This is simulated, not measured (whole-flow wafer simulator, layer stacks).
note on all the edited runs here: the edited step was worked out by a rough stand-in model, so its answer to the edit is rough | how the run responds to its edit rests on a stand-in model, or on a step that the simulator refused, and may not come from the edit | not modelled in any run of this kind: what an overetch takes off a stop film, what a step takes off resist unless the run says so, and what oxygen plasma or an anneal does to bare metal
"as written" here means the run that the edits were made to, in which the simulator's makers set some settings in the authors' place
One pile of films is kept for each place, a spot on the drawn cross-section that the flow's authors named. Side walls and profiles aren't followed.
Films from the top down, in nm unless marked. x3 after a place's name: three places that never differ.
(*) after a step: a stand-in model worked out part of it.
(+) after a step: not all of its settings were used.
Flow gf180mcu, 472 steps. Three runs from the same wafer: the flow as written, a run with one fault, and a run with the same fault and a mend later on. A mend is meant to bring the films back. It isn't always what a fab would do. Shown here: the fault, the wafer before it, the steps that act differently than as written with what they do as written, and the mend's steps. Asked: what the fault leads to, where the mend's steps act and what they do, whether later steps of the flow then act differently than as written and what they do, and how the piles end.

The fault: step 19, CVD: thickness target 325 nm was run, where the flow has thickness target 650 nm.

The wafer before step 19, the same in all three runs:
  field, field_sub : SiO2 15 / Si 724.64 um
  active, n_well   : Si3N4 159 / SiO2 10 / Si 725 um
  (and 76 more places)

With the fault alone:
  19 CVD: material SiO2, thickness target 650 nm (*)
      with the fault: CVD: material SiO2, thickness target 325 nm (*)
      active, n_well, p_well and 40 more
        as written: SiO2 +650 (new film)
        with the fault: SiO2 +325 (new film)
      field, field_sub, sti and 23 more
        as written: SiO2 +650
        with the fault: SiO2 +325
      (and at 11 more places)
  Later steps of the flow that act differently than as written (5 more steps differ only slightly, by at most 2% or 0.5 nm, whichever is larger, and aren't shown):
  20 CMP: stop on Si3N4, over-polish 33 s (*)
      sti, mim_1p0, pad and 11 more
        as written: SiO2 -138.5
        with the fault: nothing
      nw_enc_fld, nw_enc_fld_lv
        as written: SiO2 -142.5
        with the fault: nothing
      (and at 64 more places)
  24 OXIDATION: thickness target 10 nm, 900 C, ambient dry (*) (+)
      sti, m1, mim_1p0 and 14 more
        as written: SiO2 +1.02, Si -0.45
        with the fault: SiO2 +1.6, Si -0.71
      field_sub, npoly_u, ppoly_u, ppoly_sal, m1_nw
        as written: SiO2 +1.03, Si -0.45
        with the fault: SiO2 +1.6, Si -0.71
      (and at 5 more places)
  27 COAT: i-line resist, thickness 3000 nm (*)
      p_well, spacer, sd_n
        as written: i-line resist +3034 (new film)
        with the fault: i-line resist +2858.9 (new film)
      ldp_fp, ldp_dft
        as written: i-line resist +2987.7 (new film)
        with the fault: i-line resist +2867.7 (new film)
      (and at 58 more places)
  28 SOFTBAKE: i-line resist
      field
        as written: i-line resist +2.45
        with the fault: i-line resist -10.4
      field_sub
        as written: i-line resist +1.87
        with the fault: i-line resist -6.79
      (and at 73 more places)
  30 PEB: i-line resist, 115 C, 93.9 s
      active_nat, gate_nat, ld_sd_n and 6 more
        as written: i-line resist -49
        with the fault: i-line resist -47.4
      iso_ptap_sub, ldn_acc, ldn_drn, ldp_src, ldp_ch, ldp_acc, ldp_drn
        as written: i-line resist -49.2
        with the fault: i-line resist -47
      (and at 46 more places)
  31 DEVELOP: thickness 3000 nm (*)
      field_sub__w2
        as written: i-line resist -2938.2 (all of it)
        with the fault: i-line resist -3010.5 (all of it)
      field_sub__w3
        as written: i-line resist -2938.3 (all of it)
        with the fault: i-line resist -3015.4 (all of it)
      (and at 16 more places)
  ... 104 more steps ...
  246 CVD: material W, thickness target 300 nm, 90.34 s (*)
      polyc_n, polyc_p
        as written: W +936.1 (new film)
        with the fault: W +1121.6 (new film)
  At the end the piles differ from the flow's by more than 2% or 0.5 nm, whichever is larger, at field__w6, active_hv, sd_p_hv and 14 more.
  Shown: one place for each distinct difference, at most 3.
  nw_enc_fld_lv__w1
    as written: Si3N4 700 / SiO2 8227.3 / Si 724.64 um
    with the fault: Si3N4 700 / SiO2 7937.1 / poly-Si 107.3 / SiO2 183.5 / Si 724.63 um
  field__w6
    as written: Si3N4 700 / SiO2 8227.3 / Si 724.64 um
    with the fault: Si3N4 700 / SiO2 7916 / CoSi2 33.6 / poly-Si 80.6 / SiO2 197.8 / Si 724.63 um
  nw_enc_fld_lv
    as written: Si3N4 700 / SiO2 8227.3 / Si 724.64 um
    with the fault: Si3N4 700 / SiO2 7939.1 / CoSi2 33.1 / poly-Si 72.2 / SiO2 183.5 / Si 724.63 um

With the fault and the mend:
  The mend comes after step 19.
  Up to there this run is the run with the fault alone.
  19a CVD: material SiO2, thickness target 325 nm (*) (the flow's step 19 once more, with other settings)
      field, field_sub, active and 77 more
        SiO2 +325
  Later steps of the flow that act differently than as written (37 more steps differ only slightly, by at most 2% or 0.5 nm, whichever is larger, and aren't shown):
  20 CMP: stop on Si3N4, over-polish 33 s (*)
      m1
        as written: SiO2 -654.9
        with the mend: SiO2 -141.5
  At the end the piles differ from the flow's only slightly at the places that both follow, by at most 2% or 0.5 nm, whichever is larger.
